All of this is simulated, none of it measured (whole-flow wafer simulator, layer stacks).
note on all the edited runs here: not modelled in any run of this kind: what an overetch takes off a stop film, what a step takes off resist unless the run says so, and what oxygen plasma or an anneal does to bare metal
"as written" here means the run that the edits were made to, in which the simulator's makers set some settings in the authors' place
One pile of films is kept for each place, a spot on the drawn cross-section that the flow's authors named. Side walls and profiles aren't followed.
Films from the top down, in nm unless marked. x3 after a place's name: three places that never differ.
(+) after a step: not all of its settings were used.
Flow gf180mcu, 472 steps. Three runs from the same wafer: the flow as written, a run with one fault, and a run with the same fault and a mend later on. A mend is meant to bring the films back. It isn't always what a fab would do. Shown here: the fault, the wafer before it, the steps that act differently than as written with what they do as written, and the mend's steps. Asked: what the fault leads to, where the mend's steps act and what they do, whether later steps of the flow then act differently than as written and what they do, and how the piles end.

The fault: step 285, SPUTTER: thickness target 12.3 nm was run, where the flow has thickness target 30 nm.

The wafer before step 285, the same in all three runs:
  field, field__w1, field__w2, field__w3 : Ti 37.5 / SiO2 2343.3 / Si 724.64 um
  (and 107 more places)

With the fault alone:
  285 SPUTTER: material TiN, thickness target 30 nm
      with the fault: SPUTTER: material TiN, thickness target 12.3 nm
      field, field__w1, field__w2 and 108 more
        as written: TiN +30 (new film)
        with the fault: TiN +12.3 (new film)
  Later steps of the flow that act differently than as written:
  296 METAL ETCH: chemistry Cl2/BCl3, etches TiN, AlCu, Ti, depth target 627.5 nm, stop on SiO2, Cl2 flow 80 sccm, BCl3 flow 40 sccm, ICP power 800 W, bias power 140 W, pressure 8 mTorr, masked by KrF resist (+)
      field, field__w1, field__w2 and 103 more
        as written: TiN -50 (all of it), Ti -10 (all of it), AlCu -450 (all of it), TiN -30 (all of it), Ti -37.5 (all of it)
        with the fault: TiN -50 (all of it), Ti -10 (all of it), AlCu -450 (all of it), TiN -12.3 (all of it), Ti -37.5 (all of it)
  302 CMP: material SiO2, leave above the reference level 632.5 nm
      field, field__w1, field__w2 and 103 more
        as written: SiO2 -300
        with the fault: SiO2 -317.7
  At the end the piles differ from the flow's by more than 2% or 0.5 nm, whichever is larger, at field__w8, contact, m1, m1__w1, m1_nw.
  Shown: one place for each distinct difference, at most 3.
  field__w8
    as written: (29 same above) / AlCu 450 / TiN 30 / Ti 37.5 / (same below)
    with the fault: (29 same above) / AlCu 450 / TiN 12.3 / Ti 37.5 / (same below)
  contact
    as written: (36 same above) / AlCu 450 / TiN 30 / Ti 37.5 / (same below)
    with the fault: (36 same above) / AlCu 450 / TiN 12.3 / Ti 37.5 / (same below)

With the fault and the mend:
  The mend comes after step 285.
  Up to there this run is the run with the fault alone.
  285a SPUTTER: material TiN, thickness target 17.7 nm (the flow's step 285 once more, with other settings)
      field, field__w1, field__w2 and 108 more
        TiN +17.7
  No later step of the flow acts differently than as written at any place that is followed.
  At the end the piles are the same as the flow's at every place that both follow.
